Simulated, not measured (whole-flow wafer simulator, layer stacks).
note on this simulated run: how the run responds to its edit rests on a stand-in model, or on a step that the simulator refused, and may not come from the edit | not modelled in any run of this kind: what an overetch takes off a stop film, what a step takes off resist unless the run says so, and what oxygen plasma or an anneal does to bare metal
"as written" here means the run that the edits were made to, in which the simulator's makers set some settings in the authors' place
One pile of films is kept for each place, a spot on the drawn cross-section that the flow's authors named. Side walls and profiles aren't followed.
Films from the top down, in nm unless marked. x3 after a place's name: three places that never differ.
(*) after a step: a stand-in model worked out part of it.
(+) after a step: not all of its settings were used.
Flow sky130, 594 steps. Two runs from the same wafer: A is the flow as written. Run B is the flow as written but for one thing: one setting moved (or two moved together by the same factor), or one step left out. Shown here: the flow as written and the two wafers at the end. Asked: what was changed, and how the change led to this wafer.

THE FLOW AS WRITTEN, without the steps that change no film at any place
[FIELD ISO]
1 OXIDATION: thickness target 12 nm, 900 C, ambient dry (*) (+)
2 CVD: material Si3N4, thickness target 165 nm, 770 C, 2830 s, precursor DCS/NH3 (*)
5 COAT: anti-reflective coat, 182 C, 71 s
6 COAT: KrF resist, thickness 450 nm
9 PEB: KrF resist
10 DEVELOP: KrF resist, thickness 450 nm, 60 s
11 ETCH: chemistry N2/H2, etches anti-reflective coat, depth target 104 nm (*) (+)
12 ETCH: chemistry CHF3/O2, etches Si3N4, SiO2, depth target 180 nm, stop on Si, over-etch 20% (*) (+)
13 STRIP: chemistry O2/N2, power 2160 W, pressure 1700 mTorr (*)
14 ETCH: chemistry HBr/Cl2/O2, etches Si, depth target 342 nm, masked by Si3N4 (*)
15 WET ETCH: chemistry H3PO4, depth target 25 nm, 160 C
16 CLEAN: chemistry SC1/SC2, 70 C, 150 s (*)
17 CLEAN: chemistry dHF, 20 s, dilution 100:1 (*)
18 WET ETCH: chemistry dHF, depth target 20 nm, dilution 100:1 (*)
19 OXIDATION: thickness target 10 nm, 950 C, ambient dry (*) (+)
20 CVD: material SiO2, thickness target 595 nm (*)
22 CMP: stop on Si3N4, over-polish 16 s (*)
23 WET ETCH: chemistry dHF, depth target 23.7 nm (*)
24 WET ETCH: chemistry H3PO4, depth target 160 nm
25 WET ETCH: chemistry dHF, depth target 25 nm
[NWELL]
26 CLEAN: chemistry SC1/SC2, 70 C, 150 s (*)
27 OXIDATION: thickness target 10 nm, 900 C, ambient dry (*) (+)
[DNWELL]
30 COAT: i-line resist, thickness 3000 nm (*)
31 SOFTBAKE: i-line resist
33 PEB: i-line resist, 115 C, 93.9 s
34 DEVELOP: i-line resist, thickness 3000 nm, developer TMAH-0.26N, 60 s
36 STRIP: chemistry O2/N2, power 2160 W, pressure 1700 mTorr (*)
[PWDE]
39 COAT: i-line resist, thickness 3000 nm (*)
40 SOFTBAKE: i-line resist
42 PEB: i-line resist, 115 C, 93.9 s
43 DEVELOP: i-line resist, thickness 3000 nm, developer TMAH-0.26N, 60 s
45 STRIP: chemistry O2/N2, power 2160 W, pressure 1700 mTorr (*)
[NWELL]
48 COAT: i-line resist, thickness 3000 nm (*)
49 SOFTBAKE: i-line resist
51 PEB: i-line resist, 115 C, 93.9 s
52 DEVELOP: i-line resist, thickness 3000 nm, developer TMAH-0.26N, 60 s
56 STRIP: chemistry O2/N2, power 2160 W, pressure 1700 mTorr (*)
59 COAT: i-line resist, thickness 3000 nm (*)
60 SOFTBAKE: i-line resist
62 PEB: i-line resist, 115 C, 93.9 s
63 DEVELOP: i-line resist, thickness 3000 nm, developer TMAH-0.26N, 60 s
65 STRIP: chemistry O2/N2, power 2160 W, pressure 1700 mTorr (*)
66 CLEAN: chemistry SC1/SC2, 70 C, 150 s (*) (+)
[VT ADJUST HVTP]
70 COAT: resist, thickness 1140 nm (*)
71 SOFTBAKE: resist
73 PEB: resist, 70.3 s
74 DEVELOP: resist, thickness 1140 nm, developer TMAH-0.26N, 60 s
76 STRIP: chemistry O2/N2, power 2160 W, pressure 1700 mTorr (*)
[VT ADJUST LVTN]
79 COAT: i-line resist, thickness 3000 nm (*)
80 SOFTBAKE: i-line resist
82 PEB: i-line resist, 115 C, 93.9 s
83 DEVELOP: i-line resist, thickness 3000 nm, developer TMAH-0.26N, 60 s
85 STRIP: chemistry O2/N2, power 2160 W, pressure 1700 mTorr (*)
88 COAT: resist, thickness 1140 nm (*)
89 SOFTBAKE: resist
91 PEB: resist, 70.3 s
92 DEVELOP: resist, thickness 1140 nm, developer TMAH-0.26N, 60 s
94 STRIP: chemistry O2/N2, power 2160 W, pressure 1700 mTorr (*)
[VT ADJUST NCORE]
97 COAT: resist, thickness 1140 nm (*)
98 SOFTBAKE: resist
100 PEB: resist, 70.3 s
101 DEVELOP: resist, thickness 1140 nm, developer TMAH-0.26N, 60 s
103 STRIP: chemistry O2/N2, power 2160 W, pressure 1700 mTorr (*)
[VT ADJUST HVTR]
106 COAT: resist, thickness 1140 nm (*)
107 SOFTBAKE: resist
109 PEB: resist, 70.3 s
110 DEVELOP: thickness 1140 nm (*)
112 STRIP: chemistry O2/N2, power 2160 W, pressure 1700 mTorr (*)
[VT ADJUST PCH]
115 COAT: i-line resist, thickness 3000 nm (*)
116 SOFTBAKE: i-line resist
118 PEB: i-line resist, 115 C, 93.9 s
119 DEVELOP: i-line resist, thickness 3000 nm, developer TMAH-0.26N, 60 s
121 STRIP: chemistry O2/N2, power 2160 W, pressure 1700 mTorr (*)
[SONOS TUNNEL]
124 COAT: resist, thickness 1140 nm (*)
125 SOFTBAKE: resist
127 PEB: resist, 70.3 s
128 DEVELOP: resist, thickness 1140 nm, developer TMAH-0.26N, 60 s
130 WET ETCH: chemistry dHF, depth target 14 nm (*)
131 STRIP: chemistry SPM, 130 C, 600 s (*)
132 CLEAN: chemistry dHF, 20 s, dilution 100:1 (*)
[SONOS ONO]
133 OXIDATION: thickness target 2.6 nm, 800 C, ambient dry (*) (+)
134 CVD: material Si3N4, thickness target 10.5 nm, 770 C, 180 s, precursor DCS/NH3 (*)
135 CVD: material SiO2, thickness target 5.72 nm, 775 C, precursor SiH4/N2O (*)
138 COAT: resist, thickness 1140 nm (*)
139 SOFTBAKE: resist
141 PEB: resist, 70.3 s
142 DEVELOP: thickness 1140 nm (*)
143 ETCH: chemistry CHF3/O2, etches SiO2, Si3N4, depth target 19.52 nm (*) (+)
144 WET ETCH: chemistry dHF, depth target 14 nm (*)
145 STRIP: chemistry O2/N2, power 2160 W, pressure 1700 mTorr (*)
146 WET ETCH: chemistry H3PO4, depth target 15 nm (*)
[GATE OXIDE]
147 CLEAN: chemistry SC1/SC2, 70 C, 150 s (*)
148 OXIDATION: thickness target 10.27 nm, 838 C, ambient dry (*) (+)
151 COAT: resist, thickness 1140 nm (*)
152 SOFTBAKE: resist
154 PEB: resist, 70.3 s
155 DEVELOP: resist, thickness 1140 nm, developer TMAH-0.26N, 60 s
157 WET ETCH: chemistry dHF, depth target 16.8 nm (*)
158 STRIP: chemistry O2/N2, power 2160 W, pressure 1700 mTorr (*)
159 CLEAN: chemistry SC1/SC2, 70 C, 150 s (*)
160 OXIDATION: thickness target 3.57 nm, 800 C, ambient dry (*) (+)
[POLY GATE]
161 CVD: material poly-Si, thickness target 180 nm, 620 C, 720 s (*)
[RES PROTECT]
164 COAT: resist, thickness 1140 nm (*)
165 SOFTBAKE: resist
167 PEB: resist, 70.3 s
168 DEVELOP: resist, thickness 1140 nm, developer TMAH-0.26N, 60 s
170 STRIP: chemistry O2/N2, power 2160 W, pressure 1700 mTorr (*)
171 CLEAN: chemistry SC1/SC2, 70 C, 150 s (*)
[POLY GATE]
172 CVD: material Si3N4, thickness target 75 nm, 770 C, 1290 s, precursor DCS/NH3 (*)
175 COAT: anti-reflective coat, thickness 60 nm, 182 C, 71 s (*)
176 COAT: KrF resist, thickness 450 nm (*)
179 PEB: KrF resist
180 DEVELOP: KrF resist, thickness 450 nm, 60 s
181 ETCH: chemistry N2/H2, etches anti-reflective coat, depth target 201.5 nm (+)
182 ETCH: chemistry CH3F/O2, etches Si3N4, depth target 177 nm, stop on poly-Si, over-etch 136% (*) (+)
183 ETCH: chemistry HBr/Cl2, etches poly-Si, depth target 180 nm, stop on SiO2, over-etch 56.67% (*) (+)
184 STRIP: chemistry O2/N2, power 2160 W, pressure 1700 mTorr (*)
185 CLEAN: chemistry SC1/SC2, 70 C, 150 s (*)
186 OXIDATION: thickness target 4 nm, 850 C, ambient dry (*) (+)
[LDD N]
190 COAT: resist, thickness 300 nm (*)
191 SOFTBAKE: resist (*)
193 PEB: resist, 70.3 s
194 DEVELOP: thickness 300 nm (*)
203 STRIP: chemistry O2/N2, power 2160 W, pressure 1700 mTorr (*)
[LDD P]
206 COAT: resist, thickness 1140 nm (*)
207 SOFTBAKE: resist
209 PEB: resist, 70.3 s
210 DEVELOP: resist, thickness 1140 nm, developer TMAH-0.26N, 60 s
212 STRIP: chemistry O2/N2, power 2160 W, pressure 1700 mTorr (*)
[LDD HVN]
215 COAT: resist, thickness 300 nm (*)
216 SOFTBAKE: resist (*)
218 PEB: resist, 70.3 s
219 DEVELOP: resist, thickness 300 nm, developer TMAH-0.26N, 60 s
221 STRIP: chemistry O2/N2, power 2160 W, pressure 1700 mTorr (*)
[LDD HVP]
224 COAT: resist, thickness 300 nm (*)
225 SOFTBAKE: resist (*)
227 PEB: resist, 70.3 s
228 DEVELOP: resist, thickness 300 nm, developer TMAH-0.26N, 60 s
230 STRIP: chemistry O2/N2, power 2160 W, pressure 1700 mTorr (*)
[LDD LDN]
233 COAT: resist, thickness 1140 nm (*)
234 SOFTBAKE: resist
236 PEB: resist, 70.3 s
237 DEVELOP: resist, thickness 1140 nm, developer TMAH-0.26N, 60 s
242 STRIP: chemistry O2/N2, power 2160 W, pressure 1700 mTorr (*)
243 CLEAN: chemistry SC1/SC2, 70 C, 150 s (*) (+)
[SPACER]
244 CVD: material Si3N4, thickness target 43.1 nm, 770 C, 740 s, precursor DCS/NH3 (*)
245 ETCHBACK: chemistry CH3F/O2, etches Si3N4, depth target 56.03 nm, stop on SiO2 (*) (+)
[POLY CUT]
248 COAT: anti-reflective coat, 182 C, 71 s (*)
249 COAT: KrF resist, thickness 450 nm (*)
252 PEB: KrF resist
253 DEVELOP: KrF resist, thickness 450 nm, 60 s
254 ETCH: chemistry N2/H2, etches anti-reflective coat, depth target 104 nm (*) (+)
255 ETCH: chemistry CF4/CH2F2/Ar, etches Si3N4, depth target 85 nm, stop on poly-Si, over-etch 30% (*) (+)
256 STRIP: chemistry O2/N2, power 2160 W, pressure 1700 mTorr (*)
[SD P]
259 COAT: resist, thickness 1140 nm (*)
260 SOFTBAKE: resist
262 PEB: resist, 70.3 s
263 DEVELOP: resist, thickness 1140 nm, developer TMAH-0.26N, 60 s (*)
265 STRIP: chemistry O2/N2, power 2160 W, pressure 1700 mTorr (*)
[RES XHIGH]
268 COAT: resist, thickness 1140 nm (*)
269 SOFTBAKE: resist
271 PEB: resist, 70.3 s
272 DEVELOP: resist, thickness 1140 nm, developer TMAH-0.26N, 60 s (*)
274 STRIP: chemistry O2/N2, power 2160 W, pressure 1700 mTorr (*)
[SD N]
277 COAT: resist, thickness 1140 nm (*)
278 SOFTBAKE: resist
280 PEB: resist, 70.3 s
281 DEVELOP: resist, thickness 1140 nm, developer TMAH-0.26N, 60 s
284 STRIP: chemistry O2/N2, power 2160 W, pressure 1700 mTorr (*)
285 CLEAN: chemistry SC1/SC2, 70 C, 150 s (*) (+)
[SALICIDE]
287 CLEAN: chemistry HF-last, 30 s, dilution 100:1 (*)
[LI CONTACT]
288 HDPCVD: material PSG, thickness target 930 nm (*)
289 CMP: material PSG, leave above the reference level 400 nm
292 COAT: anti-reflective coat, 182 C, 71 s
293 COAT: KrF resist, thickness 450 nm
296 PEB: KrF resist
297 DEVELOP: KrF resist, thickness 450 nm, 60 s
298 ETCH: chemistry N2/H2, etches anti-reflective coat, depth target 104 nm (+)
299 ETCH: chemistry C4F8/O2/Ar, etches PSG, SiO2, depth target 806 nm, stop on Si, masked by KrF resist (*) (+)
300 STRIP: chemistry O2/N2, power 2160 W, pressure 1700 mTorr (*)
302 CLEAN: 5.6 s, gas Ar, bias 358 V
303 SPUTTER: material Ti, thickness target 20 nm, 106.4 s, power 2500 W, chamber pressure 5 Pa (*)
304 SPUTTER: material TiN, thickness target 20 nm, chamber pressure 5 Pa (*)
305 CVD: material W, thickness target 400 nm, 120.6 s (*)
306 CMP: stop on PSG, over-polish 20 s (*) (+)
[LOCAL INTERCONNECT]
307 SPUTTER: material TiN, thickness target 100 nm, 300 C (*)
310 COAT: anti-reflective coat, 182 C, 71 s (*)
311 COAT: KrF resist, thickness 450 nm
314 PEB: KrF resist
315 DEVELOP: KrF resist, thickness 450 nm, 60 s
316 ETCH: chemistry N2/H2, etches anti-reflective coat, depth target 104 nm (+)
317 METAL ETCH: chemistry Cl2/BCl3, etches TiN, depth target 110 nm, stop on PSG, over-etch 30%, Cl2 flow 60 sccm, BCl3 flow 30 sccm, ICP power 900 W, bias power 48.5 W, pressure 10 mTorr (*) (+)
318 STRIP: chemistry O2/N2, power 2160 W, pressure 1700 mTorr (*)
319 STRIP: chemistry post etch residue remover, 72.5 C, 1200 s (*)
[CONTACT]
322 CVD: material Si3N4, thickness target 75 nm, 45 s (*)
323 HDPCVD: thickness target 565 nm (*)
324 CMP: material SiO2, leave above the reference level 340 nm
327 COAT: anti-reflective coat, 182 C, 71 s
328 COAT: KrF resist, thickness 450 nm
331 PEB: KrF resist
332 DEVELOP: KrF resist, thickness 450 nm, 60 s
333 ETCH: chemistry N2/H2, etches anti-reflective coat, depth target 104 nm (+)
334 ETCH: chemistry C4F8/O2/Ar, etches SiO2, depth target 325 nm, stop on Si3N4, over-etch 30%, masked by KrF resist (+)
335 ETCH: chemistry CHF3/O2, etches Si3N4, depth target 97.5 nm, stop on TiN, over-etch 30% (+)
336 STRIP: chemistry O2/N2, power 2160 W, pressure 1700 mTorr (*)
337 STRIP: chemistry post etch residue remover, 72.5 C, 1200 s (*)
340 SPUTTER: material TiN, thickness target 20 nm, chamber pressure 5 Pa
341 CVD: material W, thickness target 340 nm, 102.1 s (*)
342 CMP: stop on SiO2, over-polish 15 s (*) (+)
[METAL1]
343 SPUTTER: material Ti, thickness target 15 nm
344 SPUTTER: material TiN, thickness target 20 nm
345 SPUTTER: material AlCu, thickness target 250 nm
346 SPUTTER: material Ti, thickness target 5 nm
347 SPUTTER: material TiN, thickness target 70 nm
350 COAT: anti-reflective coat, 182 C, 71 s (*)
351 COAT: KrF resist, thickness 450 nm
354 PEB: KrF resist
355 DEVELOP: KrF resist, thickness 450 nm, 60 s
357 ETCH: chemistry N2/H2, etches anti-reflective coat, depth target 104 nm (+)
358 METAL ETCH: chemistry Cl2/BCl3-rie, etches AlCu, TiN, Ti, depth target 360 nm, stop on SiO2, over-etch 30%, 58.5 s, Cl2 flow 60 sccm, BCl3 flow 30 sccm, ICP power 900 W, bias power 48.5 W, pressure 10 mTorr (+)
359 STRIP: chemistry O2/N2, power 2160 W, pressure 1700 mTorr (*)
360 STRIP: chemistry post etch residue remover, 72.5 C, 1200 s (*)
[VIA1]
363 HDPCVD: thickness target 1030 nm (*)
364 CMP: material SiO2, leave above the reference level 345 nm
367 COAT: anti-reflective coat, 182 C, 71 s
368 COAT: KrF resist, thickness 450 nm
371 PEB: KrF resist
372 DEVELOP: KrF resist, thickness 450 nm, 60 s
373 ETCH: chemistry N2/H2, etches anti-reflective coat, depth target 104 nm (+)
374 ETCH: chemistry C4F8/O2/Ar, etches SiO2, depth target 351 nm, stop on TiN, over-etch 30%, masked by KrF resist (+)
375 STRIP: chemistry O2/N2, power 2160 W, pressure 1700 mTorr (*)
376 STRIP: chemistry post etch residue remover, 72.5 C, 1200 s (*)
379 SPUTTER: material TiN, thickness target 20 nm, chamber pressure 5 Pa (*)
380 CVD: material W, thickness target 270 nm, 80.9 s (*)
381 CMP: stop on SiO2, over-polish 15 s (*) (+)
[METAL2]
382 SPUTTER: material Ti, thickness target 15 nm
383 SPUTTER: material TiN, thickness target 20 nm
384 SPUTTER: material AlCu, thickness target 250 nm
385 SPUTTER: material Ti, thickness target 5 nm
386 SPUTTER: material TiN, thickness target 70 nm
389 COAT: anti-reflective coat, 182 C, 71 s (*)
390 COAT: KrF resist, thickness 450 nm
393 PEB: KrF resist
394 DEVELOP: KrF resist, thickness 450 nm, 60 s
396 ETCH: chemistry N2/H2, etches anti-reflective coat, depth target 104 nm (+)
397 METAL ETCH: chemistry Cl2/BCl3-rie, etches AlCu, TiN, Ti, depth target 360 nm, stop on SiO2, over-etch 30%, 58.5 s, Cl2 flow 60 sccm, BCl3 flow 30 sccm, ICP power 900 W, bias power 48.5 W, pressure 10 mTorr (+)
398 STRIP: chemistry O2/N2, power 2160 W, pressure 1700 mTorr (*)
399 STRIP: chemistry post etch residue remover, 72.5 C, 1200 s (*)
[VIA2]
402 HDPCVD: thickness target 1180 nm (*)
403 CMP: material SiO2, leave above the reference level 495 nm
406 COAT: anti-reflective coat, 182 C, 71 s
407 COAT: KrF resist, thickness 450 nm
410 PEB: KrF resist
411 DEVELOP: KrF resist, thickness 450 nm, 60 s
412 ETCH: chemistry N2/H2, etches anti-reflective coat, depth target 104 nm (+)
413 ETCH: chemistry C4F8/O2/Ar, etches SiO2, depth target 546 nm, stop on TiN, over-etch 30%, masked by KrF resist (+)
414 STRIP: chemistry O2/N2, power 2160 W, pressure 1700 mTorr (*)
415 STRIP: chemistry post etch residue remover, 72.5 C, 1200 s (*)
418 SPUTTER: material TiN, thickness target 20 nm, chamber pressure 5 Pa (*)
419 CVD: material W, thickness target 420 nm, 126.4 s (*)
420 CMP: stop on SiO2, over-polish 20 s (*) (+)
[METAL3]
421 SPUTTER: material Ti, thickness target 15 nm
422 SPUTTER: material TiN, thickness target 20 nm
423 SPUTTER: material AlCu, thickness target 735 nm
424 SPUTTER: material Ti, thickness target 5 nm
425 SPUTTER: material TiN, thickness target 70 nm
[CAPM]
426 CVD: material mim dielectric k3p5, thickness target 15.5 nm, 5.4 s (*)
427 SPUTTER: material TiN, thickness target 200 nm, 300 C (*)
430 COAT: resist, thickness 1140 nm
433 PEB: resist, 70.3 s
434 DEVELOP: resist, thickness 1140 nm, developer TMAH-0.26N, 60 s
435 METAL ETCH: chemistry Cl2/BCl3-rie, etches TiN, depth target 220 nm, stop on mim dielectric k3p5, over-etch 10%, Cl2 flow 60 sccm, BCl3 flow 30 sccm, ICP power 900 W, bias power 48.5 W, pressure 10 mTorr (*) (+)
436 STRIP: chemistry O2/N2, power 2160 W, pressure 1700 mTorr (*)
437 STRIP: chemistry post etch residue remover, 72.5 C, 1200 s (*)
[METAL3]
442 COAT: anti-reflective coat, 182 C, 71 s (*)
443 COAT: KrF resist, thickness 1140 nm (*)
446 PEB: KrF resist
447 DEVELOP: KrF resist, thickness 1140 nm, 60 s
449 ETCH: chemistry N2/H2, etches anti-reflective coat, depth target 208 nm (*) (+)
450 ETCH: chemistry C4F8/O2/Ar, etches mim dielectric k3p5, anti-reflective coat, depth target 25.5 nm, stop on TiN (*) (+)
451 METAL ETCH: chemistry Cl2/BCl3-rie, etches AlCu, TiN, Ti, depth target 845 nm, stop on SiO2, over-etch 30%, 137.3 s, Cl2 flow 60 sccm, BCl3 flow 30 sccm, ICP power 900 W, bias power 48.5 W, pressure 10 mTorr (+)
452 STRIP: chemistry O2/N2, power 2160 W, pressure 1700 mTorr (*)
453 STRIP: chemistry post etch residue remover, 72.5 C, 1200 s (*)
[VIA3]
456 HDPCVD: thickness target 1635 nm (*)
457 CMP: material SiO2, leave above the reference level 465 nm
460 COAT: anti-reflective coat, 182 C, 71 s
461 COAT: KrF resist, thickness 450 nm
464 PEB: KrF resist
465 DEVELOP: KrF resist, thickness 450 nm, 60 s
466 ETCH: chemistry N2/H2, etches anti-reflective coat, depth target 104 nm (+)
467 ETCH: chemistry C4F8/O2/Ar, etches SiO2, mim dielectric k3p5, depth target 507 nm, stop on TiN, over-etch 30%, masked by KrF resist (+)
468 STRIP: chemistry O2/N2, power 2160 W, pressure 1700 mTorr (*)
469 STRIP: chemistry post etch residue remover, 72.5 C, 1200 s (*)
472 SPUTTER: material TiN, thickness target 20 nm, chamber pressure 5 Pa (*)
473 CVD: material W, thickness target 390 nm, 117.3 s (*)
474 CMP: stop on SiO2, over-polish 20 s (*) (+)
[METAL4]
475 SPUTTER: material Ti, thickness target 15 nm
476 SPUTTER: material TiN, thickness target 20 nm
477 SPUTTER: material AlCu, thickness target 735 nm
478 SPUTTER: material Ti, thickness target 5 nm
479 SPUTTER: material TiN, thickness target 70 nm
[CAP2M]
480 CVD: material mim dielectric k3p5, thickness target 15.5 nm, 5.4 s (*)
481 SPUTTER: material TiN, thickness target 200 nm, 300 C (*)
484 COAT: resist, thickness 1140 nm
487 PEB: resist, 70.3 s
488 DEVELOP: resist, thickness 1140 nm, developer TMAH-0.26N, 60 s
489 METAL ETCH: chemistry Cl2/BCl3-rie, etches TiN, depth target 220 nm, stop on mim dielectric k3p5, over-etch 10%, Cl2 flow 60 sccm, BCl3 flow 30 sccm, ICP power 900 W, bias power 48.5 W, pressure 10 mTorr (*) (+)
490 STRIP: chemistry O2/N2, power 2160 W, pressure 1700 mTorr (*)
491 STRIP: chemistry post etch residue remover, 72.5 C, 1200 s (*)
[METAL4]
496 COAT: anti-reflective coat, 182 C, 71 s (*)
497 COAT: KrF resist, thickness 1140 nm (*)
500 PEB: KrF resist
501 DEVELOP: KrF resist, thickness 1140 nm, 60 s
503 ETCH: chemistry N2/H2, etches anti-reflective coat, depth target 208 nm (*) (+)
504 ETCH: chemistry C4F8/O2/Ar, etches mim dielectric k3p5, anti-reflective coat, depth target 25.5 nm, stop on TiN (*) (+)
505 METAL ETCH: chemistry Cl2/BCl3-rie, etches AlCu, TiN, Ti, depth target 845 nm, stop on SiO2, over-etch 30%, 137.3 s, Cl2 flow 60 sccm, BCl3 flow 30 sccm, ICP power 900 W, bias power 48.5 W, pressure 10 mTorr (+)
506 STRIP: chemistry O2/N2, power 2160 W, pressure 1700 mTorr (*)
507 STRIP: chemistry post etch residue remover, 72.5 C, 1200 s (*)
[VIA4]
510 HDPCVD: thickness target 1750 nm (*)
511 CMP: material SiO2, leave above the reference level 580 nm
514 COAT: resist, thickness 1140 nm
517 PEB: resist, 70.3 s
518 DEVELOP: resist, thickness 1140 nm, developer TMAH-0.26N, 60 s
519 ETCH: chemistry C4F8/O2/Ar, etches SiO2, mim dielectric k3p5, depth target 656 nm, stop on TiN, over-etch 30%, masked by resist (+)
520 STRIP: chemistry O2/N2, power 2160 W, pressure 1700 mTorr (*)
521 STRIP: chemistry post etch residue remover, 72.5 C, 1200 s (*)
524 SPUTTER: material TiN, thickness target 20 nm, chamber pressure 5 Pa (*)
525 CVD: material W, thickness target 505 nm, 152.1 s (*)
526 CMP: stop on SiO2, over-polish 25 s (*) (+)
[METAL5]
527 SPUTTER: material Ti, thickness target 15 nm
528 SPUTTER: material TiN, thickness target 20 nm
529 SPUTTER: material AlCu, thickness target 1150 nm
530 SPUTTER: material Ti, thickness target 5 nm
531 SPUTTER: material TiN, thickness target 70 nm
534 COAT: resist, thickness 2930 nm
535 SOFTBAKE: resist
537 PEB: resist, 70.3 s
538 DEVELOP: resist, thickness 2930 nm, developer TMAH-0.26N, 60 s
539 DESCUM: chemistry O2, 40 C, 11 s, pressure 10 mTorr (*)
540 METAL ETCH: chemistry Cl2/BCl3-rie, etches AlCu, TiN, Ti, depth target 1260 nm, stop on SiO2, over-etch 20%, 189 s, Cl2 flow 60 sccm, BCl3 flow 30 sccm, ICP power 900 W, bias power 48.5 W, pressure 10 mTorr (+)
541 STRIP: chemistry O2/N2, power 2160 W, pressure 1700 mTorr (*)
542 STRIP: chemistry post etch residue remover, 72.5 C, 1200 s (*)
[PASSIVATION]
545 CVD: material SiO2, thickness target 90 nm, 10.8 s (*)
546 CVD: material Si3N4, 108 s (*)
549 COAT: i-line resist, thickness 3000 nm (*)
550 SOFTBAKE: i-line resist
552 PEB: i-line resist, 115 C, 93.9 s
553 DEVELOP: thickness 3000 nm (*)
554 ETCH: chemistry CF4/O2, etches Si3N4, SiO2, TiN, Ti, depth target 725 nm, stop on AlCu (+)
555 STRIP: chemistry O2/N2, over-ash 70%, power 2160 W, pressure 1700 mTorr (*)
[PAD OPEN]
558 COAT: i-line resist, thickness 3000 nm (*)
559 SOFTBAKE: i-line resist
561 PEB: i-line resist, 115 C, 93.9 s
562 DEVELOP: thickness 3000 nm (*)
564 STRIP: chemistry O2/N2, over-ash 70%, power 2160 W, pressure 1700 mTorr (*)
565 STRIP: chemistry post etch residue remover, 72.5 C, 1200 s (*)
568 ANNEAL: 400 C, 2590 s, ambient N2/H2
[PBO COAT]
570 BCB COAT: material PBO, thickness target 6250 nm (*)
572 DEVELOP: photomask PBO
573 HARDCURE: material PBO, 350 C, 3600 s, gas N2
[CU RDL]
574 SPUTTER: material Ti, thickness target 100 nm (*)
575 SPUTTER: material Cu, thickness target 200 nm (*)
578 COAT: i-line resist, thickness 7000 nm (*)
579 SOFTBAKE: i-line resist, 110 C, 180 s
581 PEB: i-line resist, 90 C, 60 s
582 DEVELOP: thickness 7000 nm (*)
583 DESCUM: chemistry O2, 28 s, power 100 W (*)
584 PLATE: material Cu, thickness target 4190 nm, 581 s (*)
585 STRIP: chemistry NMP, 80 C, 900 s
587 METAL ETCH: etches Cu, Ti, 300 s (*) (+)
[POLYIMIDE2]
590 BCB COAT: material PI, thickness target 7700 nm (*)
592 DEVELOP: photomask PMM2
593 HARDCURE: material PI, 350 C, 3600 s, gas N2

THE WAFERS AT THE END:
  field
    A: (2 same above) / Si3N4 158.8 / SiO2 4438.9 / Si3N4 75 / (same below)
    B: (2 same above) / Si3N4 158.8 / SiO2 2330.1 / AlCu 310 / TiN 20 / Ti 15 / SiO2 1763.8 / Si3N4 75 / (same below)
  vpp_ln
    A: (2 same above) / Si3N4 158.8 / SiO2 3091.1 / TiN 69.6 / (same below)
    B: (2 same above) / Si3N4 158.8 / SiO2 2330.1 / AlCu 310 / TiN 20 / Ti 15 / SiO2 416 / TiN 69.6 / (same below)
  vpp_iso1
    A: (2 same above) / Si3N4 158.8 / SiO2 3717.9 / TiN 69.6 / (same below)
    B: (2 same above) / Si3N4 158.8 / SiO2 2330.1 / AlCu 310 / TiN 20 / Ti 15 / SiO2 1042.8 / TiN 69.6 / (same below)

The cause: step 451, METAL ETCH: depth target 380.2 nm was run, where the flow has depth target 845 nm; step 451, METAL ETCH: 61.8 s was run, where the flow has 137.3 s.

How the change led to this, step by step:
  451 METAL ETCH: chemistry Cl2/BCl3-rie, etches AlCu, TiN, Ti, depth target 845 nm, stop on SiO2, over-etch 30%, 137.3 s, Cl2 flow 60 sccm, BCl3 flow 30 sccm, ICP power 900 W, bias power 48.5 W, pressure 10 mTorr (+)
      field, gate, spacer and 68 more: A TiN -70 (all of it), Ti -5 (all of it), AlCu -735 (all of it), TiN -20 (all of it), Ti -15 (all of it), SiO2 -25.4 | B TiN -70 (all of it), Ti -5 (all of it), AlCu -419.3
      active, vpp_ln, vpp_iso2 and 11 more: A TiN -70 (all of it), Ti -5 (all of it), AlCu -735 (all of it), TiN -20 (all of it), Ti -15 (all of it), SiO2 -25.3 | B TiN -70 (all of it), Ti -5 (all of it), AlCu -419.3
      (and at 107 more places)
  452 STRIP: chemistry O2/N2, power 2160 W, pressure 1700 mTorr (*)
      n_well, p_well, gate_hv and 80 more: A KrF resist -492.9 (all of it), anti-reflective coat -80 (all of it) | B KrF resist -795 (all of it), anti-reflective coat -80 (all of it)
      m1, via2_hole: A KrF resist -493 (all of it), anti-reflective coat -80.5 (all of it) | B KrF resist -795.1 (all of it), anti-reflective coat -80.5 (all of it)
      (and at 22 more places)
  453 STRIP: chemistry post etch residue remover, 72.5 C, 1200 s (*)
      field, active, gate and 82 more: A nothing | B AlCu -5.72
  456 HDPCVD: thickness target 1635 nm (*)
      field, active, gate and 82 more: A SiO2 +1635 | B SiO2 +1635 (new film)
  457 CMP: material SiO2, leave above the reference level 465 nm
      field, active, gate and 82 more: A SiO2 -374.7 | B SiO2 -745
Counting metal films that touch as one body, field has 1 body; the flow as written gives 0 bodies.
Counting metal films that touch as one body, vpp_ln has 3 bodies (between them, from the top down: SiO2 416; SiO2 267.2); the flow as written gives 2 bodies (between them, from the top down: SiO2 267.2).
Counting metal films that touch as one body, vpp_iso1 has 2 bodies (between them, from the top down: SiO2 1042.8); the flow as written gives 1 body.
